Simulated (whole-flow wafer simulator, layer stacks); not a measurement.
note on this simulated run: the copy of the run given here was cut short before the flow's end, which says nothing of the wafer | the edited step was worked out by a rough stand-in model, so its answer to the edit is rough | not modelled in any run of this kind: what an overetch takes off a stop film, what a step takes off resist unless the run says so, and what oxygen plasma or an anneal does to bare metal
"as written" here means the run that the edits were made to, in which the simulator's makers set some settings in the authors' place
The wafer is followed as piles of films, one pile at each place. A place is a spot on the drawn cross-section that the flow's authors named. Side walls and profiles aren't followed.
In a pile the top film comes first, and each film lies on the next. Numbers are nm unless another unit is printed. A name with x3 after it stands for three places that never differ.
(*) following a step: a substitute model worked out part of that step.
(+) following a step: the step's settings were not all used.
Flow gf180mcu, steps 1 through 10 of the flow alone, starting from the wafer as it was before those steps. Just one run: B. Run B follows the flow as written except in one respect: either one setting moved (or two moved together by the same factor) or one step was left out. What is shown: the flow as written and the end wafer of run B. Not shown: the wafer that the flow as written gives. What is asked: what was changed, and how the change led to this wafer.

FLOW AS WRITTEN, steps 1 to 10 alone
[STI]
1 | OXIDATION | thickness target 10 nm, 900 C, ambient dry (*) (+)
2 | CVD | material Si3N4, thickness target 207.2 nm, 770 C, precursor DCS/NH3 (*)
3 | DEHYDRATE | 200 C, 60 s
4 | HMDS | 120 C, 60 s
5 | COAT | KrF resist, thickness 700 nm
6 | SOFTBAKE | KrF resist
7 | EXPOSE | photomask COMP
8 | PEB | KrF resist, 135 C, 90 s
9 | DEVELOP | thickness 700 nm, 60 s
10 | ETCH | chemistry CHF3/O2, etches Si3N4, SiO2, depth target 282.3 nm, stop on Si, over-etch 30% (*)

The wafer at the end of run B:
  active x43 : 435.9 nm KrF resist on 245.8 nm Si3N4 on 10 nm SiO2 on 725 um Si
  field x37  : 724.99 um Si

What caused this: step 2, CVD: 782 C was run, though the flow has 770 C.

Step by step, how the change led to this:
  2 | CVD | material Si3N4, thickness target 207.2 nm, 770 C, precursor DCS/NH3 (*)
      field x37, active x43: Si3N4 gains 245.8 (new film) (as written it would have been: Si3N4 gains 207.2 (new film))
  10 | ETCH | chemistry CHF3/O2, etches Si3N4, SiO2, depth target 282.3 nm, stop on Si, over-etch 30% (*)
      field x37: Si3N4 loses 245.8 (all of it), SiO2 loses 10 (all of it), Si loses 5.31 (as written it would have been: Si3N4 loses 207.2 (all of it), SiO2 loses 10 (all of it), Si loses 13)
